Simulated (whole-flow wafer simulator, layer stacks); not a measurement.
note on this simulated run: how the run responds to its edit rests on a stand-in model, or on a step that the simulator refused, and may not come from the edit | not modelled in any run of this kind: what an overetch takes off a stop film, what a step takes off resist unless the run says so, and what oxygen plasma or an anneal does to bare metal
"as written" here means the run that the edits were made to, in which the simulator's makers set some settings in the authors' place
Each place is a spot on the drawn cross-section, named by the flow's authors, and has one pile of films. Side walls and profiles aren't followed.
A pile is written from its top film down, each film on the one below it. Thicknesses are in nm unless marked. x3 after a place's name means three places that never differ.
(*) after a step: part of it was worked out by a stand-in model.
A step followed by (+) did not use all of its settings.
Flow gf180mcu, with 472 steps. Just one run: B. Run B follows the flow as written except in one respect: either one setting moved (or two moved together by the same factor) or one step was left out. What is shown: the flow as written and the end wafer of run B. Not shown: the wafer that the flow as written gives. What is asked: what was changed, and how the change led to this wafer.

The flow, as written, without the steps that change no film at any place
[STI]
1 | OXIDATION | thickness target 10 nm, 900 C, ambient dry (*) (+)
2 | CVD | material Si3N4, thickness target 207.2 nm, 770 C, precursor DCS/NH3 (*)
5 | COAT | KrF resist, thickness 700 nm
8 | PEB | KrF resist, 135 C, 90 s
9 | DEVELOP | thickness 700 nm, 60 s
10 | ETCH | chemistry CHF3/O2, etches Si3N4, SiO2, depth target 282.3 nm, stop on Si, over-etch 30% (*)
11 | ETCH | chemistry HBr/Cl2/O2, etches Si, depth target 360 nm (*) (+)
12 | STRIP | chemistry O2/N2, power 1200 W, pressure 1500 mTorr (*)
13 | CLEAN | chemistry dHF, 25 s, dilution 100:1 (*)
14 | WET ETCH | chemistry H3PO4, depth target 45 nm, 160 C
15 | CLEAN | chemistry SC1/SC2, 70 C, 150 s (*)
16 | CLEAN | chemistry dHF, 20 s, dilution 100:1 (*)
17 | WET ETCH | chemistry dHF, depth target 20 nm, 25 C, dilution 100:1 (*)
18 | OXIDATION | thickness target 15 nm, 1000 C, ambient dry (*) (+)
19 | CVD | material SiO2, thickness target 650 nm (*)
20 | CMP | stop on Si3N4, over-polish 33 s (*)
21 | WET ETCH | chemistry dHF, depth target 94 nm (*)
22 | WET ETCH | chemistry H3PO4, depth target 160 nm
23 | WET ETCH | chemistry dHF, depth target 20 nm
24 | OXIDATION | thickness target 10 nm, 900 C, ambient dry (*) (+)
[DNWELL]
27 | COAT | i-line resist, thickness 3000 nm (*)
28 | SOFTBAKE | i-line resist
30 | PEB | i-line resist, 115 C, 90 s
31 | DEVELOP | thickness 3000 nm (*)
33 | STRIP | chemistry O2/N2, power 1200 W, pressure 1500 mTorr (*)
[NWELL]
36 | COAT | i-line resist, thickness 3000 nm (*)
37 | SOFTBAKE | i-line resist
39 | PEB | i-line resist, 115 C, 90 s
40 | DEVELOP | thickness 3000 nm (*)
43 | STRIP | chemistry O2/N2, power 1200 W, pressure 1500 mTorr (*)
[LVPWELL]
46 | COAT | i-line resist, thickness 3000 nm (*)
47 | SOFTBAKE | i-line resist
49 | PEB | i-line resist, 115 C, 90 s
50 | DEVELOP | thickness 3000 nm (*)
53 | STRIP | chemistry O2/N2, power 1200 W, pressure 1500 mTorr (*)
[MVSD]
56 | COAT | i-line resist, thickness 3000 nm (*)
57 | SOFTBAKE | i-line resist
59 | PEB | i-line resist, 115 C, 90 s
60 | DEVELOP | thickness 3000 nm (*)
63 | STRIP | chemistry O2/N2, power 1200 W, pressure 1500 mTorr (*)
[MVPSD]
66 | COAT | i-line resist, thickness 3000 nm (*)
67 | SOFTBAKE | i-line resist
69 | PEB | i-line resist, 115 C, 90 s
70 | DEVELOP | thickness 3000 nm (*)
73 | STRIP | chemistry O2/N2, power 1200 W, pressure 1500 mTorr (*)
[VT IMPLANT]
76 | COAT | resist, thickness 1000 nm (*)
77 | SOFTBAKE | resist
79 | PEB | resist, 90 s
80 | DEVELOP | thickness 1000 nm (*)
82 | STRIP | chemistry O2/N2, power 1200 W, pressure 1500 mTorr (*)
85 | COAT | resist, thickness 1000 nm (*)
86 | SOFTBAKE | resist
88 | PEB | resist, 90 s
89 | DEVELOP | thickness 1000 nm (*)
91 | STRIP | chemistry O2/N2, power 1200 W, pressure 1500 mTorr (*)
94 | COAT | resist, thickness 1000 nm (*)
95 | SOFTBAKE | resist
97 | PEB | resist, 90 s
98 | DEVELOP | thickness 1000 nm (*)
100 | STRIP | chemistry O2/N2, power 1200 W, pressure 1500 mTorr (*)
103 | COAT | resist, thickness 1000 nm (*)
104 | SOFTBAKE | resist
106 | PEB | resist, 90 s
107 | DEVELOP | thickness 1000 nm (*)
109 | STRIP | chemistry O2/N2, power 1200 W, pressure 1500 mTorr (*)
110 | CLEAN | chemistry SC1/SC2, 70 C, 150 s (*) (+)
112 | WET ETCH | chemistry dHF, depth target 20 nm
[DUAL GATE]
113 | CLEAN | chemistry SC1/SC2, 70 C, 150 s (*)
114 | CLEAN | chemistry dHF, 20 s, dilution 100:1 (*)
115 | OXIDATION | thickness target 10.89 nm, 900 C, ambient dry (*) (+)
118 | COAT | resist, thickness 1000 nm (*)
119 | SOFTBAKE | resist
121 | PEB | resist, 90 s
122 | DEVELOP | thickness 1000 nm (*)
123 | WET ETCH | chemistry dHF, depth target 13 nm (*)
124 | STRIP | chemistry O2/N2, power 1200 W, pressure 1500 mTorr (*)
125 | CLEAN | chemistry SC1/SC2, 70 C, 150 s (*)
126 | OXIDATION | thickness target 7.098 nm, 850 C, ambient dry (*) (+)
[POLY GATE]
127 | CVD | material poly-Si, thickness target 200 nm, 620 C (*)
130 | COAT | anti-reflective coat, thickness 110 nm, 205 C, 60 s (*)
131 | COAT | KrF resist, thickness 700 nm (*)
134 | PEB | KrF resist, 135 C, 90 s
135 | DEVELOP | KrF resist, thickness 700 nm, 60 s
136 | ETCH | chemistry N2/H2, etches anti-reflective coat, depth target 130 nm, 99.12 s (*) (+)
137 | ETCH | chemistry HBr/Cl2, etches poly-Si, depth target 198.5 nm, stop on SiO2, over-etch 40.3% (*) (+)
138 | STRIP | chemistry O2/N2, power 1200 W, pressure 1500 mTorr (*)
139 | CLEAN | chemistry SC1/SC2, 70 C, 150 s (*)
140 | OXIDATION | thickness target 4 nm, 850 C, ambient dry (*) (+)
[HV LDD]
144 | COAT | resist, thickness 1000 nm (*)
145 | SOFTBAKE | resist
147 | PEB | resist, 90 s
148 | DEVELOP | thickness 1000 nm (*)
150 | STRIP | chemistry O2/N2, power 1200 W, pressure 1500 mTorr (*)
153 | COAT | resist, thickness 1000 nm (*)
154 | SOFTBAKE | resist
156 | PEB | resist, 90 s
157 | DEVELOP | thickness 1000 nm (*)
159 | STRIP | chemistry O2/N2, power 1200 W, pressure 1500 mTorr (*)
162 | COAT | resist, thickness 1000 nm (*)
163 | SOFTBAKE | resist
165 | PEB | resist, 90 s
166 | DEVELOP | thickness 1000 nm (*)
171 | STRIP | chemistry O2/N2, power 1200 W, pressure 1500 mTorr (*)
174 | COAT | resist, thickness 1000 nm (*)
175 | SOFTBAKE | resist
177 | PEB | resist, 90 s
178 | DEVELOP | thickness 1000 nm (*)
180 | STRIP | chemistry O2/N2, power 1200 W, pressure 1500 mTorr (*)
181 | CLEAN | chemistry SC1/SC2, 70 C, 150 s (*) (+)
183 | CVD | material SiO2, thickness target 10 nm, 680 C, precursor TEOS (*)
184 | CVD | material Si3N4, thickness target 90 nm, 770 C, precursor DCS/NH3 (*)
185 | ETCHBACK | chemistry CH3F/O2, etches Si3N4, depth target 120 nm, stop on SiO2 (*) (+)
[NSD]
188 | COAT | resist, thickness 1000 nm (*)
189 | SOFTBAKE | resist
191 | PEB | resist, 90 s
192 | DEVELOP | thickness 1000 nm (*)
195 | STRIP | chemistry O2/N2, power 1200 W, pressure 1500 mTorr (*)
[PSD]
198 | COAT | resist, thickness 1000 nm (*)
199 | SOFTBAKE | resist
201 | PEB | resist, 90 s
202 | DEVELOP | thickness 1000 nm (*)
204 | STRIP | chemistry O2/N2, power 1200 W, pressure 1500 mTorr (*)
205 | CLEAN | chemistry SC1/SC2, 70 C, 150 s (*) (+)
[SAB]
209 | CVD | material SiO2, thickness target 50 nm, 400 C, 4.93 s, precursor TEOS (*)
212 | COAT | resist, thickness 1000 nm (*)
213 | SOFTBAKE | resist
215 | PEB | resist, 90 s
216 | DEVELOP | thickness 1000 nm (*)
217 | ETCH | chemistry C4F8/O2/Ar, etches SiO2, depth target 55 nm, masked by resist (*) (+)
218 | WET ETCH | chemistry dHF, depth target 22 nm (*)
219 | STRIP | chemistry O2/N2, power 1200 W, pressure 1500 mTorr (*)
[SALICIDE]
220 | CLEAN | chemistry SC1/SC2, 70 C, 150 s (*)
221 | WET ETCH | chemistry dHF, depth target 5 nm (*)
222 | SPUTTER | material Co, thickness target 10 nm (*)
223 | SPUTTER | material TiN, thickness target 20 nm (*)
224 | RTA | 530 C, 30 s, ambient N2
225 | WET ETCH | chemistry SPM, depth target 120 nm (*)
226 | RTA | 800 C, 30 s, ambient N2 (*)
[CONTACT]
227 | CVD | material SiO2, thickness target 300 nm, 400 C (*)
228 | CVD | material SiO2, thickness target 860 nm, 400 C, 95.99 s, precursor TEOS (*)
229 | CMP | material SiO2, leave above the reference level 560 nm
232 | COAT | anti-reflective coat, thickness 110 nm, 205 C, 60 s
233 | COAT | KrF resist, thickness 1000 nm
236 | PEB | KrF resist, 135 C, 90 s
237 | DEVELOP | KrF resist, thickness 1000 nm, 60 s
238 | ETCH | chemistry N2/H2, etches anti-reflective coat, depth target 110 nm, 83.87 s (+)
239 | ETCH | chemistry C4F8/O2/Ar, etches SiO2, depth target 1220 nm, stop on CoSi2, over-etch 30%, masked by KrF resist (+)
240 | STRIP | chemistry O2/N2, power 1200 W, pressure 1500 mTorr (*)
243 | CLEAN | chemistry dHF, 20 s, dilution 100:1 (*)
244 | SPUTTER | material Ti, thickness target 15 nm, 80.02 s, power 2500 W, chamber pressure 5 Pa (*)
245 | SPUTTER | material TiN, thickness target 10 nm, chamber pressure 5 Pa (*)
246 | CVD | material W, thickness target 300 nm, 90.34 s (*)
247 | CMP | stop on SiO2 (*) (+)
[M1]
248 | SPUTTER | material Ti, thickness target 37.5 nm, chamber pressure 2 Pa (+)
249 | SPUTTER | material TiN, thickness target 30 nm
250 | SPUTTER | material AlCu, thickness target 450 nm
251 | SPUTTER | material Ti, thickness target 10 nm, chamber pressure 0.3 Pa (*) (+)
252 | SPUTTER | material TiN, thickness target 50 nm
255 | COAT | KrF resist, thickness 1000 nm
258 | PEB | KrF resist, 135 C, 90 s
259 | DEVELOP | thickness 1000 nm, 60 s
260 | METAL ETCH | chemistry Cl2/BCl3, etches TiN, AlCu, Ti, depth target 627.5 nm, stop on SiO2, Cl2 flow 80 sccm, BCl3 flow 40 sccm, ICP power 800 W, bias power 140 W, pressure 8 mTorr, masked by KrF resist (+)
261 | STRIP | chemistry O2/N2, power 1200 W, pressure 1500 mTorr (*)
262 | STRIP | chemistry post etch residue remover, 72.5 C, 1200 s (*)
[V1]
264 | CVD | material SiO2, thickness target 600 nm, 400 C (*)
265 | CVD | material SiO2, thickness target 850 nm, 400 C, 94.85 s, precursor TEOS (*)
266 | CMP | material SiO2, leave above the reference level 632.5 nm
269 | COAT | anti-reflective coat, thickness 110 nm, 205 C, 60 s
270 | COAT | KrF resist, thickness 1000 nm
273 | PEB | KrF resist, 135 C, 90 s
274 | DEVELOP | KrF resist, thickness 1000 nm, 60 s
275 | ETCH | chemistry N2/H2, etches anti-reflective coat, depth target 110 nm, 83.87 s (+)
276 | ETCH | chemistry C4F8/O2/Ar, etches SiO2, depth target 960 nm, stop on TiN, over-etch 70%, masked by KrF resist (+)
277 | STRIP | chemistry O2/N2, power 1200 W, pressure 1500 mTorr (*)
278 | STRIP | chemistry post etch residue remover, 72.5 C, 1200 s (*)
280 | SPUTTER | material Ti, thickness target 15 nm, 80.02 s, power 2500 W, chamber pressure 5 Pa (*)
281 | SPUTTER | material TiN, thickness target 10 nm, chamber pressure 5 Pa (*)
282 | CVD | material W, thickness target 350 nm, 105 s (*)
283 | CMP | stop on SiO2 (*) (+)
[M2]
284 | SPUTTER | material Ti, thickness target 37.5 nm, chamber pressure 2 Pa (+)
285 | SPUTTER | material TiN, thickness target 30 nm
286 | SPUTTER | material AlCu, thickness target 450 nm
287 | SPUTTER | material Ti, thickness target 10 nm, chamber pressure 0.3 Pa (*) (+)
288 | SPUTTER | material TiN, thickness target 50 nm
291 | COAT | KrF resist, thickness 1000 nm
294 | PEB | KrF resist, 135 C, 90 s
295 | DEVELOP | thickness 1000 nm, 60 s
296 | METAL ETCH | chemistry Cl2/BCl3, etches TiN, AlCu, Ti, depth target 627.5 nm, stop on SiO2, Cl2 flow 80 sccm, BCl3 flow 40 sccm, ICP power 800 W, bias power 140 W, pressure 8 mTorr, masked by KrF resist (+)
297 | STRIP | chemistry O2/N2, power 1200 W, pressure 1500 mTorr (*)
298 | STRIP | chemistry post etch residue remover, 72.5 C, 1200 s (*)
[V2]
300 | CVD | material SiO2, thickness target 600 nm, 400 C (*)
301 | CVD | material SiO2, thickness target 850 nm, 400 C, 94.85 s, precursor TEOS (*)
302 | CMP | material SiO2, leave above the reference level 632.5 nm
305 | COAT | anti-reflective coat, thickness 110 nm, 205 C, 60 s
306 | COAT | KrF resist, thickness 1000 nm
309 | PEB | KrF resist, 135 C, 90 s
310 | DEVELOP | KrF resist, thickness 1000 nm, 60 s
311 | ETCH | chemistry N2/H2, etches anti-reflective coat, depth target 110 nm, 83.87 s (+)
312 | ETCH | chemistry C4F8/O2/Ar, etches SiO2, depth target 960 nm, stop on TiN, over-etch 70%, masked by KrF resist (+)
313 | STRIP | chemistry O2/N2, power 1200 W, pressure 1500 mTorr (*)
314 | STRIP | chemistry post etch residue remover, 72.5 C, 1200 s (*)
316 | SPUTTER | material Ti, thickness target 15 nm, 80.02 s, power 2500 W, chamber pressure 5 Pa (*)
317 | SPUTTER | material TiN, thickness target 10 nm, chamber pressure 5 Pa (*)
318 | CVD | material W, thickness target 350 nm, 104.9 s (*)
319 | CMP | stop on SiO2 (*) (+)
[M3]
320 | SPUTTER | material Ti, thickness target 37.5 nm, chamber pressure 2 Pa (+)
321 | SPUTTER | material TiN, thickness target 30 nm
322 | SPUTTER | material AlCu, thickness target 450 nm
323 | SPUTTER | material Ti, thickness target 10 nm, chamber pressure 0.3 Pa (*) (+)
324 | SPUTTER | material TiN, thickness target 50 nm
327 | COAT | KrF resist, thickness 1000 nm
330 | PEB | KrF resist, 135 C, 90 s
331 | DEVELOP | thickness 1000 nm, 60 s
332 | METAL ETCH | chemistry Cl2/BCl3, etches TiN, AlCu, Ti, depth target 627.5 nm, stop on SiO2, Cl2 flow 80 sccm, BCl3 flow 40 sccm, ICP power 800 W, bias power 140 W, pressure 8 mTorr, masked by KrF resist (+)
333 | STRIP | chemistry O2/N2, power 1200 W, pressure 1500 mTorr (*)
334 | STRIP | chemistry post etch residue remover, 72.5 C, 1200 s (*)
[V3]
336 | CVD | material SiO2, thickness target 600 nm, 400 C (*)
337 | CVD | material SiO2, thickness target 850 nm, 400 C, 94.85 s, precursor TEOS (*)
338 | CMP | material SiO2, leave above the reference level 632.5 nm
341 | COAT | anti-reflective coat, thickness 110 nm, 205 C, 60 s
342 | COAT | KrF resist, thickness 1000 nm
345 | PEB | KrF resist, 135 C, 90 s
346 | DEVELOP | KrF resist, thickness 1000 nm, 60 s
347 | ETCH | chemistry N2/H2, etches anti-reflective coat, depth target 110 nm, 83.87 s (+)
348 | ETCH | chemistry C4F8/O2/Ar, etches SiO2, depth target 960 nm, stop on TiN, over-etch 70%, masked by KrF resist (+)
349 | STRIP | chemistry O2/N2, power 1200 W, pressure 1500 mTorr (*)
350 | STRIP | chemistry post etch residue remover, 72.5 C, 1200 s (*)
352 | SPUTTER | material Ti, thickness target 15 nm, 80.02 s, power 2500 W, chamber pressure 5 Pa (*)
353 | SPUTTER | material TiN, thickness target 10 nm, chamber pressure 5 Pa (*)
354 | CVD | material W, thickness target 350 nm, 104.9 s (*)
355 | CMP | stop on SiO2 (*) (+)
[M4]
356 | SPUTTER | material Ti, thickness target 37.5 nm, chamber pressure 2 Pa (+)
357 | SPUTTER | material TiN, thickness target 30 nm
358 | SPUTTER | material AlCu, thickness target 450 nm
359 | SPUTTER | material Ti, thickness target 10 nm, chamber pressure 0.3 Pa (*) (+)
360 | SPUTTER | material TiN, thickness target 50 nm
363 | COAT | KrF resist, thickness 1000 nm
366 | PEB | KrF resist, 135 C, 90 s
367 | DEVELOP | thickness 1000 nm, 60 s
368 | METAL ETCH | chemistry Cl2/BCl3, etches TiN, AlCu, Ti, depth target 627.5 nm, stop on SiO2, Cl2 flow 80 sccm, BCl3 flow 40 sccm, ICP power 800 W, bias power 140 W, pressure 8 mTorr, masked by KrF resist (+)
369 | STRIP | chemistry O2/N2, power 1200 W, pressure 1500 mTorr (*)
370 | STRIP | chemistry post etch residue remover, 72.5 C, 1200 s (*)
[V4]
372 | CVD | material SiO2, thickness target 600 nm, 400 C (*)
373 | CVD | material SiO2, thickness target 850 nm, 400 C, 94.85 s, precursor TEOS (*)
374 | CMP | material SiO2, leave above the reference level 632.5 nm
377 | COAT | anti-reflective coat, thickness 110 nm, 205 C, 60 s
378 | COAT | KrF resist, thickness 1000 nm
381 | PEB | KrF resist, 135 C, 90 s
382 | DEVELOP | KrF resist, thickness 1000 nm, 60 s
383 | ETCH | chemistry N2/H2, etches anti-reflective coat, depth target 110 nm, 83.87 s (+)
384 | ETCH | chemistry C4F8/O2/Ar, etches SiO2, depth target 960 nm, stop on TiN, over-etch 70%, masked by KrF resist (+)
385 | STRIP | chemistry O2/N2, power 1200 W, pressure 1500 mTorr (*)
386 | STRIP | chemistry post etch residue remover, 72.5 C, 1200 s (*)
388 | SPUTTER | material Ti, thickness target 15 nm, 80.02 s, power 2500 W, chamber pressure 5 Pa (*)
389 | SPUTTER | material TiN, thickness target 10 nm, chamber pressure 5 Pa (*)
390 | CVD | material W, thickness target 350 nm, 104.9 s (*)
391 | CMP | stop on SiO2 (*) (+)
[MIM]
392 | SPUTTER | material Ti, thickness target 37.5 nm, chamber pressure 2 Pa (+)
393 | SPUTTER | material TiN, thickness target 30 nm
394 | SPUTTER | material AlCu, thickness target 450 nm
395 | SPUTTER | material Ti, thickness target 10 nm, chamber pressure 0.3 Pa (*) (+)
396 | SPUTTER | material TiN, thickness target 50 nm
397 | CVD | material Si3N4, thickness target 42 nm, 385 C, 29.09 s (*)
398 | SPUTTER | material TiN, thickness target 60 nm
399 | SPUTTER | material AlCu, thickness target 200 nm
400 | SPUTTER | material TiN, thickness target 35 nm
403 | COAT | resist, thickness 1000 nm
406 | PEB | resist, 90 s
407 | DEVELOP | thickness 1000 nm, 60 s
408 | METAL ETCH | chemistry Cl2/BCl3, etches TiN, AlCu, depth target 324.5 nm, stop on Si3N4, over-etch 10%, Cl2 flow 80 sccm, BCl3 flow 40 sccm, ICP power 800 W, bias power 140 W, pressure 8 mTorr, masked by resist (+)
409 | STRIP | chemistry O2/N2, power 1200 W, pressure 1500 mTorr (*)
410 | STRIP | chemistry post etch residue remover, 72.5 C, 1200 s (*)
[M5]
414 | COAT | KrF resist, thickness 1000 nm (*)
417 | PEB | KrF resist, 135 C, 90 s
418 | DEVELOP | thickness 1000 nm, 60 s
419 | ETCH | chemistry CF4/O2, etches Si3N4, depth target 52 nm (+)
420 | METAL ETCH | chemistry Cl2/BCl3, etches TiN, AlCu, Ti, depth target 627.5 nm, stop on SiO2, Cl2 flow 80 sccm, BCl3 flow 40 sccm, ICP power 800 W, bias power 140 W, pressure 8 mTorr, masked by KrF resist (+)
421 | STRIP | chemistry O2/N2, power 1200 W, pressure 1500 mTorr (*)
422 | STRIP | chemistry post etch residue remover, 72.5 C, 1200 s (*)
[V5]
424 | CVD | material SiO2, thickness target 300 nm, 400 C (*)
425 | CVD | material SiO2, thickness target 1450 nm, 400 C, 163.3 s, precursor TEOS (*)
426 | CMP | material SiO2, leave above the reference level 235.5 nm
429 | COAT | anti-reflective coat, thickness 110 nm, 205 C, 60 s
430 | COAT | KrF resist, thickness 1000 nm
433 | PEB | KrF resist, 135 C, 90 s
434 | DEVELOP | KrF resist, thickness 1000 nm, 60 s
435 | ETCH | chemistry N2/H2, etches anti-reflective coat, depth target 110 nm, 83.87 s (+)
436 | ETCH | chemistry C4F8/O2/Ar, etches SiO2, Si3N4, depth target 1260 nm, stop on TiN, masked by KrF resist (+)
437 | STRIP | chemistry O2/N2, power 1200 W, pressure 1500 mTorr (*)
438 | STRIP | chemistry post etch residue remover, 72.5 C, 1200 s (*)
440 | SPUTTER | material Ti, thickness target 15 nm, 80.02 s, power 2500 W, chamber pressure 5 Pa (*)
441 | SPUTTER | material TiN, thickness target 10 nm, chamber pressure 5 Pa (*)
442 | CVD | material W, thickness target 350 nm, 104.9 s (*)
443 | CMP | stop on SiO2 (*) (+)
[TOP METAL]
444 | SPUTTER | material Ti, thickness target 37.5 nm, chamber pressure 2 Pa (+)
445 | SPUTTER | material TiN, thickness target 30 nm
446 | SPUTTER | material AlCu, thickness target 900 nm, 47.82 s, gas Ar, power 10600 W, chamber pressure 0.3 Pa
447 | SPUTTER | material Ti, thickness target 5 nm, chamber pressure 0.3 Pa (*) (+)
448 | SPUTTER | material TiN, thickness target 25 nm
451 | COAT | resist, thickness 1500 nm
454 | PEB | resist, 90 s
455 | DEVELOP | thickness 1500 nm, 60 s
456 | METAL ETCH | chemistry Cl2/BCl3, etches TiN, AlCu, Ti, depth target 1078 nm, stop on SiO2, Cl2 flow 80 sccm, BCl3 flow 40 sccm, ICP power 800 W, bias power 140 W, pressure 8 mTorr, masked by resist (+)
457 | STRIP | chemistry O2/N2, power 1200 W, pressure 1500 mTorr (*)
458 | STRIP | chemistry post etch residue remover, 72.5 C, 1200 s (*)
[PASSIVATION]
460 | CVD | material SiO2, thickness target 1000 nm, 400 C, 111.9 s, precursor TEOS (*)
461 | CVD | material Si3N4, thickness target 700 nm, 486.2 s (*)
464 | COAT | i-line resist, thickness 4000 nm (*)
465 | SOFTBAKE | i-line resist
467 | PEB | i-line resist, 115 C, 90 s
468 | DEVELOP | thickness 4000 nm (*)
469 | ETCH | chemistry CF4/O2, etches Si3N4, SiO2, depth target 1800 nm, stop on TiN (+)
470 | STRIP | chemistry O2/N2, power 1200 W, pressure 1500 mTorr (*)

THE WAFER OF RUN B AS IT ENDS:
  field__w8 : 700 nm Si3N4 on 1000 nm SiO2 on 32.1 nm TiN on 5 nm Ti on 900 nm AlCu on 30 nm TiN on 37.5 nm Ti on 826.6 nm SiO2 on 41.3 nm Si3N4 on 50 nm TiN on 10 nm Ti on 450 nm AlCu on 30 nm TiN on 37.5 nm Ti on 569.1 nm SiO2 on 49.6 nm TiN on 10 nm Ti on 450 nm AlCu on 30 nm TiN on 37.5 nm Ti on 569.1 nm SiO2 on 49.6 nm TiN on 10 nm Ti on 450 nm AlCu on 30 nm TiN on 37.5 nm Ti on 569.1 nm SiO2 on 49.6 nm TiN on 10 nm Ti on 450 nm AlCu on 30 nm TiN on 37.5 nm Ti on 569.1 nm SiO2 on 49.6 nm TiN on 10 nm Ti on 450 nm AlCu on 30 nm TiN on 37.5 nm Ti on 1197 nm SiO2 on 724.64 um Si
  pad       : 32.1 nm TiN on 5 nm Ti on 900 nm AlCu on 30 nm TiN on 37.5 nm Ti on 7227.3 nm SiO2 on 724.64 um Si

What caused this: step 448, SPUTTER: thickness target 32.5 nm was run, while the flow as written has thickness target 25 nm.

How this came from the change, step by step:
  448 | SPUTTER | material TiN, thickness target 25 nm
      field, field__w1, field__w2 and 109 more: +32.5 TiN (new film) (in the flow as written it would be: +25 TiN (new film))
  456 | METAL ETCH | chemistry Cl2/BCl3, etches TiN, AlCu, Ti, depth target 1078 nm, stop on SiO2, Cl2 flow 80 sccm, BCl3 flow 40 sccm, ICP power 800 W, bias power 140 W, pressure 8 mTorr, masked by resist (+)
      field, field__w1, field__w2 and 103 more: -32.5 TiN (all of it), -5 Ti (all of it), -900 AlCu (all of it), -30 TiN (all of it), -37.5 Ti (all of it) (in the flow as written it would be: -25 TiN (all of it), -5 Ti (all of it), -900 AlCu (all of it), -30 TiN (all of it), -37.5 Ti (all of it))
  465 | SOFTBAKE | i-line resist
      field__w11, field__w13: +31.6 i-line resist (in the flow as written it would be: +37.9 i-line resist)
      field: -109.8 i-line resist (in the flow as written it would be: -120.6 i-line resist)
      (and at 57 other places as well)
